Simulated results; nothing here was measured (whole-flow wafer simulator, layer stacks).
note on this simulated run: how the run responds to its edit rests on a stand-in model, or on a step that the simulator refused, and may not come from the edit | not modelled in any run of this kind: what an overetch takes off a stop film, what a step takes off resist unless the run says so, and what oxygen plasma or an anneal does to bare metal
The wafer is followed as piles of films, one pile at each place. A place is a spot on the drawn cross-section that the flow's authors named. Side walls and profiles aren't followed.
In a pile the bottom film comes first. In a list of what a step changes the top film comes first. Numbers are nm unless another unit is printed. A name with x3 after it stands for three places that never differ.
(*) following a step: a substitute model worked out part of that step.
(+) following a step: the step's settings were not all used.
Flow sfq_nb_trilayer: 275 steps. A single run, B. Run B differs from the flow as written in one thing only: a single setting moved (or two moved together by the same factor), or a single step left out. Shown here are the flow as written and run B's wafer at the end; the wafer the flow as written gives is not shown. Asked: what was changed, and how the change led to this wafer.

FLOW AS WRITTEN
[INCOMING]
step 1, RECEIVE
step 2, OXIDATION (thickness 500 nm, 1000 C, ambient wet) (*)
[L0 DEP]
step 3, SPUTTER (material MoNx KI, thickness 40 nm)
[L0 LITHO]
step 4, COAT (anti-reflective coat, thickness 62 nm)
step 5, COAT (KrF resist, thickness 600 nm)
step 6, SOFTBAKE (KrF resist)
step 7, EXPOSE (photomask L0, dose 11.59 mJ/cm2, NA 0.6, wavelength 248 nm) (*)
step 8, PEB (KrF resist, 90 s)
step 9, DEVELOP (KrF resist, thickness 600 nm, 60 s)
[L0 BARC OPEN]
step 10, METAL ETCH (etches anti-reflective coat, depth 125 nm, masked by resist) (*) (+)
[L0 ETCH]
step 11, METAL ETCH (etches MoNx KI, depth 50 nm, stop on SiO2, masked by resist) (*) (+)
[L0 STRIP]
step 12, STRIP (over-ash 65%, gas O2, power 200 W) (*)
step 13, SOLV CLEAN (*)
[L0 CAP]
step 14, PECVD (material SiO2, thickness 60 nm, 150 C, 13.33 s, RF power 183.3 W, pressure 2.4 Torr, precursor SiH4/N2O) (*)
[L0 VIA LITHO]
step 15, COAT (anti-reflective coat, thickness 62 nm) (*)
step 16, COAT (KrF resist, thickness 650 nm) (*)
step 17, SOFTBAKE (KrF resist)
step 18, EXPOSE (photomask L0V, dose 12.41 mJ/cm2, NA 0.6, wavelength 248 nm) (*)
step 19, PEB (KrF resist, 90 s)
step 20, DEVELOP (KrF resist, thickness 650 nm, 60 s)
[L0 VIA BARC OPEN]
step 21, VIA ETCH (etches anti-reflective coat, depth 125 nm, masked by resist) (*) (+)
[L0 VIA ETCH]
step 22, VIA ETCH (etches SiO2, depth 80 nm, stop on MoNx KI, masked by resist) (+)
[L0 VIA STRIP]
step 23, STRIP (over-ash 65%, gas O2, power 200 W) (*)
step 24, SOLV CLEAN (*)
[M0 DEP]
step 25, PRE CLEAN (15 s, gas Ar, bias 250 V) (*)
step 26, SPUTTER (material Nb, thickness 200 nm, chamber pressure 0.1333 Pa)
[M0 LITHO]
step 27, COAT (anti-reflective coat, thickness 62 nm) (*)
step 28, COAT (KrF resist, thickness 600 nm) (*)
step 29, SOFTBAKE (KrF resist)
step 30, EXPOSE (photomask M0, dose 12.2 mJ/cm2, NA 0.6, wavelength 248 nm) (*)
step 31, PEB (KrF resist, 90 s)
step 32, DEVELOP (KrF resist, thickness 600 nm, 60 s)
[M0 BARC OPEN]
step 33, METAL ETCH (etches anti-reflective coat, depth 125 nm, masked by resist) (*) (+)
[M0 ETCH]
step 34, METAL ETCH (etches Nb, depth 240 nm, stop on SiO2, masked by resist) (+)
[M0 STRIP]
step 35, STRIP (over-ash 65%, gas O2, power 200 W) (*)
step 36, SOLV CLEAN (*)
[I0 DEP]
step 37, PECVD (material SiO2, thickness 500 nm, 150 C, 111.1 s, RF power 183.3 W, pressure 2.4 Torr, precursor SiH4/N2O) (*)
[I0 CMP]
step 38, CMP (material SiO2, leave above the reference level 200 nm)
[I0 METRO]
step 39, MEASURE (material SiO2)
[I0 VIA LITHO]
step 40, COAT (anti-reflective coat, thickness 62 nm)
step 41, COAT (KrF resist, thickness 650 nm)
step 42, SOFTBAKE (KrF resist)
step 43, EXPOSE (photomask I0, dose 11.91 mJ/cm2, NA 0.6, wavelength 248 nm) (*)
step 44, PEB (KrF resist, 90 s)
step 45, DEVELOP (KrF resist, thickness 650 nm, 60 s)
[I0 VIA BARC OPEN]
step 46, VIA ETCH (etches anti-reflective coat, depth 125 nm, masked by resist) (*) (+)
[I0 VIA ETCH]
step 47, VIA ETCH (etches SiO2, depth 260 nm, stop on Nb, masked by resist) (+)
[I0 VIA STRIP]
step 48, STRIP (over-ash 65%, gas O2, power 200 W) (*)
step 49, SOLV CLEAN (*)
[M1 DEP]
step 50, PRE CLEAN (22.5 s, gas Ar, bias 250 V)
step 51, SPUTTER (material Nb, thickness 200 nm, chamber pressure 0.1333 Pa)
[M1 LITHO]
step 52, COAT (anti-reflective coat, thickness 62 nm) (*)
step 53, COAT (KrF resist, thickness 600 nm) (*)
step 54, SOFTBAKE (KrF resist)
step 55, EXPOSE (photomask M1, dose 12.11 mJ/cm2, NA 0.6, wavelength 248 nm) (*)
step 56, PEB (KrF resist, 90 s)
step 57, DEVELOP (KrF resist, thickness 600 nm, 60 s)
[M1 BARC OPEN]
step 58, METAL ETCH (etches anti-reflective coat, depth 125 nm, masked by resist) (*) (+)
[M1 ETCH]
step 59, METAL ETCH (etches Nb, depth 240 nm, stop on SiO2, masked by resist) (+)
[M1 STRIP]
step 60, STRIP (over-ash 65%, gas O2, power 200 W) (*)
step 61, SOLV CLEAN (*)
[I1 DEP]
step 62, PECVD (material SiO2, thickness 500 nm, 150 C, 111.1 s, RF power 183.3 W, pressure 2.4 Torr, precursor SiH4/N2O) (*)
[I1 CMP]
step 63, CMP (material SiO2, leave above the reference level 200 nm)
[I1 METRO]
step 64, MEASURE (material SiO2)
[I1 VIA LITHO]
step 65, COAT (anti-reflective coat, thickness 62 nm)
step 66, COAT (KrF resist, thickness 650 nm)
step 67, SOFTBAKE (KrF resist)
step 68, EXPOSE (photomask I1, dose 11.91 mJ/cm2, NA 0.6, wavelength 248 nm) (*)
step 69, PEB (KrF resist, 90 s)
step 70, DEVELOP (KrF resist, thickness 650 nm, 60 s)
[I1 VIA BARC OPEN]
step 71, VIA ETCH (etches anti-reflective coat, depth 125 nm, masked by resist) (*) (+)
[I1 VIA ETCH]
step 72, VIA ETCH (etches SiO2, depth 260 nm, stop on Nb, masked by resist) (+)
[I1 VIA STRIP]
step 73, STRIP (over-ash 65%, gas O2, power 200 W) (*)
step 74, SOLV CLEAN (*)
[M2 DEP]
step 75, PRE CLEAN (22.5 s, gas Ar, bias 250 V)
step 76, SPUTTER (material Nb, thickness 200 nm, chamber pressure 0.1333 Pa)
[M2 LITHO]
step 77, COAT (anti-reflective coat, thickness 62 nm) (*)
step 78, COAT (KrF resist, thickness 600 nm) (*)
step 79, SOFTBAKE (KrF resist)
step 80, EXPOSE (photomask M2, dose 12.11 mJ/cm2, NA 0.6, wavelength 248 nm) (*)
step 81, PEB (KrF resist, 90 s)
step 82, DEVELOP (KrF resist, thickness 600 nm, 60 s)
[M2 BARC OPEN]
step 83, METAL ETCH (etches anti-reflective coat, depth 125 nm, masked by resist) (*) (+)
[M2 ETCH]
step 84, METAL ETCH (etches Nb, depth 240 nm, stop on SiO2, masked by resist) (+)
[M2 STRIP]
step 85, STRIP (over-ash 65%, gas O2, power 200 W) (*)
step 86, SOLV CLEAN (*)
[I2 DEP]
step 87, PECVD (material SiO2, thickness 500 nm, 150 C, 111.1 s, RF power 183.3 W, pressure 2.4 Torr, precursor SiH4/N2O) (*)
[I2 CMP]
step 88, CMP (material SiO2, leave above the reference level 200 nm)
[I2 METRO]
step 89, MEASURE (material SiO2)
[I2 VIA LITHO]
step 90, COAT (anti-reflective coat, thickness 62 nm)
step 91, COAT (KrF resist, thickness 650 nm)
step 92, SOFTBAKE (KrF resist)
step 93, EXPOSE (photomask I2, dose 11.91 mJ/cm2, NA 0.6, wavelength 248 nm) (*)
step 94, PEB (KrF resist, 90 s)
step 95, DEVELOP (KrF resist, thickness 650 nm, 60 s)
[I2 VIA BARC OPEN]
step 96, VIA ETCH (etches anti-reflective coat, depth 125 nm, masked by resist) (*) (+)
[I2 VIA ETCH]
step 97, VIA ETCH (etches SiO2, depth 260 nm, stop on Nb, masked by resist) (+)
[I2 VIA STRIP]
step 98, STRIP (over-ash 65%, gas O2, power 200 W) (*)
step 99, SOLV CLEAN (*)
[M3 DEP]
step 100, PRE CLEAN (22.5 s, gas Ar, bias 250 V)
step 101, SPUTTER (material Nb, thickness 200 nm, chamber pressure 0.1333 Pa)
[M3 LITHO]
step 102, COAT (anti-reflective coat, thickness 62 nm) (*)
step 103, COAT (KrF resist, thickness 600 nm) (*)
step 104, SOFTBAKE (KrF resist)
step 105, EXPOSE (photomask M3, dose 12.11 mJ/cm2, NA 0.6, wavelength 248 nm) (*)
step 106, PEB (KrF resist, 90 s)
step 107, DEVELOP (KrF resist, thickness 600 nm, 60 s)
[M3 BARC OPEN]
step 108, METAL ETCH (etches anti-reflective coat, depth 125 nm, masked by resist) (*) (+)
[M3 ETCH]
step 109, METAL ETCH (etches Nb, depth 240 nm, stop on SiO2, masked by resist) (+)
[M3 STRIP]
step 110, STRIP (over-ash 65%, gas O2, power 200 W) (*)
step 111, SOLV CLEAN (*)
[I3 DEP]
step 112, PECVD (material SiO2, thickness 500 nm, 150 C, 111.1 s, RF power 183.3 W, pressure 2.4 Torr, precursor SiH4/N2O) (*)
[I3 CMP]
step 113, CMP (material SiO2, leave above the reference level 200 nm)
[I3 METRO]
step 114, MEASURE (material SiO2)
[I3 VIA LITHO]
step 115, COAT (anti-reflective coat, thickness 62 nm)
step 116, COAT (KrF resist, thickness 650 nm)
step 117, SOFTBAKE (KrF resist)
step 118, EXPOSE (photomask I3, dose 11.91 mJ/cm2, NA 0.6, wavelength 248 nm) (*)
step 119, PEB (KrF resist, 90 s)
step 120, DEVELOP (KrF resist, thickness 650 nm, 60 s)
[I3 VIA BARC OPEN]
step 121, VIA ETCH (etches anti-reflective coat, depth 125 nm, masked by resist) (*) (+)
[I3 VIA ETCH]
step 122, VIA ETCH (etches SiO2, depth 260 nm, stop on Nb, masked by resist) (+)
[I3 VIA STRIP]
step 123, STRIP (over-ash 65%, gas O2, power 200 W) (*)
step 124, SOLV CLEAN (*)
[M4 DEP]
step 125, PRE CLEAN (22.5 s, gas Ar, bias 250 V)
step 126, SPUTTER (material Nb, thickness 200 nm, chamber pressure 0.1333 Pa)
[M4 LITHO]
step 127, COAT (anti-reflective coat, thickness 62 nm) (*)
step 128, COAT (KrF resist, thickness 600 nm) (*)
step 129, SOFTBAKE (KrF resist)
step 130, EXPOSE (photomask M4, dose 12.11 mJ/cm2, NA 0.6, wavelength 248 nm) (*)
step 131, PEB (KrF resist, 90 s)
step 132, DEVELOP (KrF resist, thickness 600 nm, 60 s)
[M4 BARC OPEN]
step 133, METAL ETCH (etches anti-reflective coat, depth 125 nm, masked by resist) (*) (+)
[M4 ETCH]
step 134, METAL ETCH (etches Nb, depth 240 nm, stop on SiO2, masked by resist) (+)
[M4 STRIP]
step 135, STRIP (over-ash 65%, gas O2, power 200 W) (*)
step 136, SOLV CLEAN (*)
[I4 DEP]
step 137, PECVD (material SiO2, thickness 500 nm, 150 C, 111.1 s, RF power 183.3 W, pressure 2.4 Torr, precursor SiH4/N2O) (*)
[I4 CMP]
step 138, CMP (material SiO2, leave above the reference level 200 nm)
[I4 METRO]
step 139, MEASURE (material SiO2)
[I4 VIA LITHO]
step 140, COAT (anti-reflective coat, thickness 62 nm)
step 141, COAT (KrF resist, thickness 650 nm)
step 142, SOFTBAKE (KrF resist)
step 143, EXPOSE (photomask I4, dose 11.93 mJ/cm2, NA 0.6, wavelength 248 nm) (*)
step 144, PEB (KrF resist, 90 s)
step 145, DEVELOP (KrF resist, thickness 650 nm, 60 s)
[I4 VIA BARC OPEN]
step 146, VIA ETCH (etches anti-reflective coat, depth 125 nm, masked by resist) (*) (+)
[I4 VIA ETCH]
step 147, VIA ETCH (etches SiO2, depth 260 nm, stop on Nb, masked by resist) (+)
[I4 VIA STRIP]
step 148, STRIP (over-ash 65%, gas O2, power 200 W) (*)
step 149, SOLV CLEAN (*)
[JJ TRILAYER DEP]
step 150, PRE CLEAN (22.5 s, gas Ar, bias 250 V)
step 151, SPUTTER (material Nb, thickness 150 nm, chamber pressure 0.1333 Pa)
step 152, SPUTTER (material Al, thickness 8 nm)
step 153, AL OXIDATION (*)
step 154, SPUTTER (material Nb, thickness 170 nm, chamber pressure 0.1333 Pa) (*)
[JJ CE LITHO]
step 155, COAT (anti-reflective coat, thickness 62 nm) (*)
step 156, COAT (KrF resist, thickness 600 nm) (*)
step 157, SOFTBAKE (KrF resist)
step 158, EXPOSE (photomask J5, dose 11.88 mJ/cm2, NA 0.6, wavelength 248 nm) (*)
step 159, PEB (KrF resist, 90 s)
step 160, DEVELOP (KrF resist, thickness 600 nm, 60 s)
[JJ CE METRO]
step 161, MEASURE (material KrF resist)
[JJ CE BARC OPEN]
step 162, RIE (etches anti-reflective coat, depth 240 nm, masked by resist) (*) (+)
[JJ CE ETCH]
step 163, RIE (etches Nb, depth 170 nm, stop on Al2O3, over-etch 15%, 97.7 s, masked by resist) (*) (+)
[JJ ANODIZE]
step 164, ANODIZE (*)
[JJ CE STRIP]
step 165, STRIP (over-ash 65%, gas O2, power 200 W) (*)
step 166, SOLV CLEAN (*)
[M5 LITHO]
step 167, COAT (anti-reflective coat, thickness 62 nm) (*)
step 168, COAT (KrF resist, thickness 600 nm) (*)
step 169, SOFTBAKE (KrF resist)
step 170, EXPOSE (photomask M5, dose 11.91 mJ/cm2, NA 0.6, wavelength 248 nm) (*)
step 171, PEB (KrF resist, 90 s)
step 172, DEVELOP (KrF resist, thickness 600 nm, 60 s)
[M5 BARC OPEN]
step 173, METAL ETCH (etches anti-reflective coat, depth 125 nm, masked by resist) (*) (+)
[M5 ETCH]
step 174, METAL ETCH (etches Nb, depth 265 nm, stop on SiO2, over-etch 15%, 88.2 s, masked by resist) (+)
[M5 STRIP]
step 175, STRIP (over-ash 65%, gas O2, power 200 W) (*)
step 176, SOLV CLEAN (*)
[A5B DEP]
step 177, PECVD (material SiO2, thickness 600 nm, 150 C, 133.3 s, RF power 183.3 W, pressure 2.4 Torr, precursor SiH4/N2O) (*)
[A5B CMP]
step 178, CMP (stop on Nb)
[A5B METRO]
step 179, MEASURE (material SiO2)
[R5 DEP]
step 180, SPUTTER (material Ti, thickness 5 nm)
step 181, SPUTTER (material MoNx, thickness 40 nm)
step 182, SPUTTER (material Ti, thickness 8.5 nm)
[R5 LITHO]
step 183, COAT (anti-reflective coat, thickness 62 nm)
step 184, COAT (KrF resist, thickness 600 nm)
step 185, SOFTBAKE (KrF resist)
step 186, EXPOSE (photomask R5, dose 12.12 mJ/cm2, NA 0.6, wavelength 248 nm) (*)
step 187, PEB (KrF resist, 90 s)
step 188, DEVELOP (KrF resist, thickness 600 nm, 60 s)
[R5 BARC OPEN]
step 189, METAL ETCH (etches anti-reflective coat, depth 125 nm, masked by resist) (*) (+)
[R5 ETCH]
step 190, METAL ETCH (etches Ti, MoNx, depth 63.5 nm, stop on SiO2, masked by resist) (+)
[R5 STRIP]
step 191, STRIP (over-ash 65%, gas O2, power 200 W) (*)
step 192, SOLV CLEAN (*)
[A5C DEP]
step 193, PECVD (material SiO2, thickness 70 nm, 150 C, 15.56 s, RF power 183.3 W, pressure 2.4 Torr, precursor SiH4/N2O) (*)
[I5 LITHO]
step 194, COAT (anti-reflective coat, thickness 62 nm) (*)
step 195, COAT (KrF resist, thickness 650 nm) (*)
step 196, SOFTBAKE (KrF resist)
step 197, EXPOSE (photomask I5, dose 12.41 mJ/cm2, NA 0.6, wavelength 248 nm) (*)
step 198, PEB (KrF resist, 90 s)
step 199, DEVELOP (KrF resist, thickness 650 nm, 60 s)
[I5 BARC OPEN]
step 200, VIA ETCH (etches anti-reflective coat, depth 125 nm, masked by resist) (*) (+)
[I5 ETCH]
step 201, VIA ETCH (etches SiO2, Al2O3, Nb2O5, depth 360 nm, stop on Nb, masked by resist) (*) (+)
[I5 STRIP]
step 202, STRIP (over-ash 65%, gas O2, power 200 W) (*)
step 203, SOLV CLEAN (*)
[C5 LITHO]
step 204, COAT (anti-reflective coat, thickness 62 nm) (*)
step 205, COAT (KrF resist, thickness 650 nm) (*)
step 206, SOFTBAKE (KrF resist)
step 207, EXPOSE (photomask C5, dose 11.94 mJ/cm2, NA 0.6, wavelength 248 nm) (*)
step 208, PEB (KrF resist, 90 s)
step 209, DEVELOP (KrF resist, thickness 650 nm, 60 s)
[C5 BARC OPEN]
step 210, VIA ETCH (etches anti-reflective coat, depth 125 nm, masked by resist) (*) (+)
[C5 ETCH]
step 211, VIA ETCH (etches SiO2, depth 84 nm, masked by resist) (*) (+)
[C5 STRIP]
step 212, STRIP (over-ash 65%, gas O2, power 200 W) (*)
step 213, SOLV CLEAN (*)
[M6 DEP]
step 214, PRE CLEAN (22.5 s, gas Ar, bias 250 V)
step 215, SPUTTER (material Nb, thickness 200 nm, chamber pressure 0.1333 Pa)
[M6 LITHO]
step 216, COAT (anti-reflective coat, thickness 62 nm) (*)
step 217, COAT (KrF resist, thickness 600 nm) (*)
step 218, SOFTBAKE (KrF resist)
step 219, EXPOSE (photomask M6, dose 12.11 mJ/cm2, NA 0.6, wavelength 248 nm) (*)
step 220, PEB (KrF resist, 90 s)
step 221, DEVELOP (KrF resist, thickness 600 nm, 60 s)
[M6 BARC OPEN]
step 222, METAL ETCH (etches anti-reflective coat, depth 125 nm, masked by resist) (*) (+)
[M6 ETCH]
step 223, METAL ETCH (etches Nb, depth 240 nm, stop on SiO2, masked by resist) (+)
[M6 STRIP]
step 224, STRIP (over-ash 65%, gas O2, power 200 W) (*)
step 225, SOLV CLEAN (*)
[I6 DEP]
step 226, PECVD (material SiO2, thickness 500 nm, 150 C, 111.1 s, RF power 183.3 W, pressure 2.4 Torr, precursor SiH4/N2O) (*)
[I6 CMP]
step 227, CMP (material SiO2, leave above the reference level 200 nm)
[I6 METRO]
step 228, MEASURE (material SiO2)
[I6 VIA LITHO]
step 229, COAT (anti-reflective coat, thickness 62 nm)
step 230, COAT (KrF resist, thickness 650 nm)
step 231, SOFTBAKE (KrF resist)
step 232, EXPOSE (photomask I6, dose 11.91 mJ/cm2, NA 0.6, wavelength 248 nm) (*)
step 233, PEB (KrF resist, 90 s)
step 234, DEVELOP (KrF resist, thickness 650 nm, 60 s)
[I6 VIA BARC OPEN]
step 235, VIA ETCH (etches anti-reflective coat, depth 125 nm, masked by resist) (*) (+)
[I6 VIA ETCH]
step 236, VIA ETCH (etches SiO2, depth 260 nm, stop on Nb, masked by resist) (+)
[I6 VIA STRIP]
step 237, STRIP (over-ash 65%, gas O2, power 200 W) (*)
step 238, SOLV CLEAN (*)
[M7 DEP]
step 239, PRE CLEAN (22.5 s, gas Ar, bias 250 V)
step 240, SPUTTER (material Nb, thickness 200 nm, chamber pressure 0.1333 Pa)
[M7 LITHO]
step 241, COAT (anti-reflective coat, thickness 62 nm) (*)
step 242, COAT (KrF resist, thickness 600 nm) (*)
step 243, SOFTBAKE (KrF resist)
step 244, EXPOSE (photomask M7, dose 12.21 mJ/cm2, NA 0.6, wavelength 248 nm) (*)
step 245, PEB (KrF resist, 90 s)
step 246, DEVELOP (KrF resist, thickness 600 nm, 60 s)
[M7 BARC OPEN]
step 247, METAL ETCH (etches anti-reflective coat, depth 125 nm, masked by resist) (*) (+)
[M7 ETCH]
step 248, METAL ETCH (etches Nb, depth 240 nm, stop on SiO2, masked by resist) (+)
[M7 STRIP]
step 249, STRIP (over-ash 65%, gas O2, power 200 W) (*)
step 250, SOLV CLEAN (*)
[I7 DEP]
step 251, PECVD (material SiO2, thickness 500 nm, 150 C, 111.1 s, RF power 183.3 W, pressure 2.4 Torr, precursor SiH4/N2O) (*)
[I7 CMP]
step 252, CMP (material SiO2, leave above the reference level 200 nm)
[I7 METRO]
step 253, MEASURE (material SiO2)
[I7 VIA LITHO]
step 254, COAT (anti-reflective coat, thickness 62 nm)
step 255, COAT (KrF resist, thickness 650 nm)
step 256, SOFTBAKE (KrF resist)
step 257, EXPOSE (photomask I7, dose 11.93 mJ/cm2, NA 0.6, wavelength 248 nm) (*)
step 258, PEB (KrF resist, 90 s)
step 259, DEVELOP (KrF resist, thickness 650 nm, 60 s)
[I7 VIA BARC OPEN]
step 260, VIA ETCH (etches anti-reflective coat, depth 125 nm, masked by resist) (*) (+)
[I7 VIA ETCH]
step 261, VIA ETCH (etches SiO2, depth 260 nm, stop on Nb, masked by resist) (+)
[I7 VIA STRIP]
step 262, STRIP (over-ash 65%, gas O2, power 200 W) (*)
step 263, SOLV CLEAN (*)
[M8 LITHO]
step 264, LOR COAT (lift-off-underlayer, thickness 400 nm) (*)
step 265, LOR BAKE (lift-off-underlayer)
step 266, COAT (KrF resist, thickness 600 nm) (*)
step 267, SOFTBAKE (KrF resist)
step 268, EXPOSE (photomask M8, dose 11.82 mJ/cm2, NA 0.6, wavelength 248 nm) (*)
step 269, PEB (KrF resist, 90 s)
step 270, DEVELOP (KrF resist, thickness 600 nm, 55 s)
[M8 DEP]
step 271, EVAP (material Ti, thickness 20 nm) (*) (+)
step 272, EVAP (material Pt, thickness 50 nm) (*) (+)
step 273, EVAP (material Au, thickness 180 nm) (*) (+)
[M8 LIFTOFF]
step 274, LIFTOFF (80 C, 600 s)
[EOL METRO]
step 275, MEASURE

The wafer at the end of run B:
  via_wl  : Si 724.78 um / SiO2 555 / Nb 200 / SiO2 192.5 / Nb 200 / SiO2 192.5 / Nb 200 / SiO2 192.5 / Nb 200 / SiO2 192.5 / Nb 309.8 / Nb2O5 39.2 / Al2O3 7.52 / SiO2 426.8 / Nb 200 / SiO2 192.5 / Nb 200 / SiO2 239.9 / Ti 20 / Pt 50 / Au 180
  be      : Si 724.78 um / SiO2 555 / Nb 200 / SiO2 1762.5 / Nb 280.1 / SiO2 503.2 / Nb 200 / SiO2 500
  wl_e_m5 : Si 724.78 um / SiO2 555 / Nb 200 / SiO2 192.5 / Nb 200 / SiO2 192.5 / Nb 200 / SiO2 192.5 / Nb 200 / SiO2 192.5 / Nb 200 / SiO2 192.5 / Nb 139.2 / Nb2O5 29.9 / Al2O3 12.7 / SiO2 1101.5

What caused this: step 252, CMP: material SiO2, leave above the reference level 200 nm, was not run.

The path from the change to this, step by step:
  step 254, COAT (anti-reflective coat, thickness 62 nm)
      jj_sur, ce_l, c5j, ce_r, sp_r: +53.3 anti-reflective coat (new film) (in the flow as written it would be: +62 anti-reflective coat (new film))
      p3_s3, p3_l4, p3_s4, p3_l6: +64.5 anti-reflective coat (new film) (in the flow as written it would be: +62 anti-reflective coat (new film))
      (also at 92 further places)
  step 255, COAT (KrF resist, thickness 650 nm)
      field_l, m0r_line_l, m6r_line_l: +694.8 KrF resist (new film) (in the flow as written it would be: +650 KrF resist (new film))
      moat, lsp_m, ln_m6: +596.3 KrF resist (new film) (in the flow as written it would be: +650 KrF resist (new film))
      (also at 81 further places)
  step 259, DEVELOP (KrF resist, thickness 650 nm, 60 s)
      via_wl: -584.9 KrF resist (all of it) (in the flow as written it would be: -648.6 KrF resist (all of it))
      via_w: -595.6 KrF resist (all of it) (in the flow as written it would be: -648.6 KrF resist (all of it))
      (also at 1 further place)
  step 260, VIA ETCH (etches anti-reflective coat, depth 125 nm, masked by resist) (*) (+)
      field_l, v_sur, via_sp and 100 more: -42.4 KrF resist (in the flow as written it would be: -51.7 KrF resist)
      via_wl: -50 anti-reflective coat (all of it), -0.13 SiO2 (in the flow as written it would be: -62 anti-reflective coat (all of it), -0.16 SiO2)
      (also at 2 further places)
  step 261, VIA ETCH (etches SiO2, depth 260 nm, stop on Nb, masked by resist) (+)
      via_wl, via_w, via_wr: -260 SiO2 (in the flow as written it would be: -199.8 SiO2 (all of it))
  step 262, STRIP (over-ash 65%, gas O2, power 200 W) (*)
      p3_s3, p3_l4, p3_s4: -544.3 KrF resist (all of it), -64.5 anti-reflective coat (all of it) (in the flow as written it would be: -528.6 KrF resist (all of it), -62 anti-reflective coat (all of it))
      jj_sur, ce_r: -503.5 KrF resist (all of it), -53.3 anti-reflective coat (all of it) (in the flow as written it would be: -528.6 KrF resist (all of it), -62 anti-reflective coat (all of it))
      (also at 98 further places)
  step 264, LOR COAT (lift-off-underlayer, thickness 400 nm) (*)
      wl_j_sl, wl_jj: +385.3 lift-off-underlayer (new film) (in the flow as written it would be: +400 lift-off-underlayer (new film))
      wl_a_sl, wl_g_sr: +384.9 lift-off-underlayer (new film) (in the flow as written it would be: +400 lift-off-underlayer (new film))
      (also at 86 further places)
  step 266, COAT (KrF resist, thickness 600 nm) (*)
      c5j, ce_r: +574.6 KrF resist (new film) (in the flow as written it would be: +597.1 KrF resist (new film))
      wl_j_sl, wl_jj: +584.3 KrF resist (new film) (in the flow as written it would be: +600 KrF resist (new film))
      (also at 59 further places)
  step 270, DEVELOP (KrF resist, thickness 600 nm, 55 s)
      field_l: -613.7 KrF resist (all of it), -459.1 lift-off-underlayer (all of it) (in the flow as written it would be: -593.7 KrF resist (all of it), -388.2 lift-off-underlayer (all of it))
      v_sur: -586.3 KrF resist (all of it), -293.2 lift-off-underlayer (all of it) (in the flow as written it would be: -607.3 KrF resist (all of it), -369.4 lift-off-underlayer (all of it))
      (also at 9 further places)
  step 274, LIFTOFF (80 C, 600 s)
      wl_j_sl, wl_jj: -180 Au (all of it), -50 Pt (all of it), -20 Ti (all of it), -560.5 KrF resist (all of it), -385.3 lift-off-underlayer (all of it) (in the flow as written it would be: -180 Au (all of it), -50 Pt (all of it), -20 Ti (all of it), -576.2 KrF resist (all of it), -400 lift-off-underlayer (all of it))
      m0r_line_l, m6r_line_l: -180 Au (all of it), -50 Pt (all of it), -20 Ti (all of it), -596 KrF resist (all of it), -453 lift-off-underlayer (all of it) (in the flow as written it would be: -180 Au (all of it), -50 Pt (all of it), -20 Ti (all of it), -576.2 KrF resist (all of it), -400 lift-off-underlayer (all of it))
      (also at 78 further places)
Taking metal films that touch as one body, via_wl has 8 bodies (between them, from the top down: SiO2 239.9; SiO2 192.5; SiO2 426.8 / Al2O3 7.52 / Nb2O5 39.2; SiO2 192.5; SiO2 192.5; SiO2 192.5; SiO2 192.5); the flow as written gives 7 bodies (between them, from the top down: SiO2 192.5; SiO2 426.8 / Al2O3 7.52 / Nb2O5 39.2; SiO2 192.5; SiO2 192.5; SiO2 192.5; SiO2 192.5).
